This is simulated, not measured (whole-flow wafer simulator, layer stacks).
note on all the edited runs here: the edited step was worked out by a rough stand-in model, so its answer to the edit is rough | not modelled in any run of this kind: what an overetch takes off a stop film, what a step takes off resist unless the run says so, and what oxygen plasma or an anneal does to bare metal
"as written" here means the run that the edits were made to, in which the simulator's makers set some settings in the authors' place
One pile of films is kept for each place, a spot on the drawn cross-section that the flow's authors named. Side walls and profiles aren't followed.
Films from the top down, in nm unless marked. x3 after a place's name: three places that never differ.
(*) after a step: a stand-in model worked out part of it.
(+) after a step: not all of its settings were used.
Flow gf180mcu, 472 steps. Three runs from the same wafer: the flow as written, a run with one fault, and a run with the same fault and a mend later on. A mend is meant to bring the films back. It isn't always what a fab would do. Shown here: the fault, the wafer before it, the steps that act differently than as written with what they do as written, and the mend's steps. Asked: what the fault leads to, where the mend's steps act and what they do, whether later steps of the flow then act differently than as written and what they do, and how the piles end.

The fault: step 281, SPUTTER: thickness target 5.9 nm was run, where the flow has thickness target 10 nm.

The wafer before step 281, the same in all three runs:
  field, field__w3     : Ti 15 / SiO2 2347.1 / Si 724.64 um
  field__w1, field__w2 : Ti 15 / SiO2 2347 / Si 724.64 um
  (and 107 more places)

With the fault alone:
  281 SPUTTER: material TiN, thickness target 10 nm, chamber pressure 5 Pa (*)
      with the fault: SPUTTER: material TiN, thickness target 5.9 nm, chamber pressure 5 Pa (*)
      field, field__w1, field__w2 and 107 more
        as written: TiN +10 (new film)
        with the fault: TiN +5.9 (new film)
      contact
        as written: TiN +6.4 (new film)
        with the fault: TiN +3.78 (new film)
  Later steps of the flow that act differently than as written (1 more step differs only slightly, by at most 2% or 0.5 nm, whichever is larger, and isn't shown):
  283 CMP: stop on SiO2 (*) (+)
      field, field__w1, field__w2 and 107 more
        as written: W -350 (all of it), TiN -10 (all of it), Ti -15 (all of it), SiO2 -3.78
        with the fault: W -350 (all of it), TiN -5.9 (all of it), Ti -15 (all of it), SiO2 -3.74
  At the end the piles differ from the flow's by more than 2% or 0.5 nm, whichever is larger, at contact.
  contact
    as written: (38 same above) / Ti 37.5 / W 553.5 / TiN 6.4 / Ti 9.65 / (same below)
    with the fault: (38 same above) / Ti 37.5 / W 556.2 / TiN 3.78 / Ti 9.65 / (same below)

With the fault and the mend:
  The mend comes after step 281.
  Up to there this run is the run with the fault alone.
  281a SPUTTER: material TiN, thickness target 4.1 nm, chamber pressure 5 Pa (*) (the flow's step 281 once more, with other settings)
      field, field__w1, field__w2 and 107 more
        TiN +4.1
      contact
        TiN +2.62
  No later step of the flow acts differently than as written at any place that is followed.
  At the end the piles are the same as the flow's at every place that both follow.
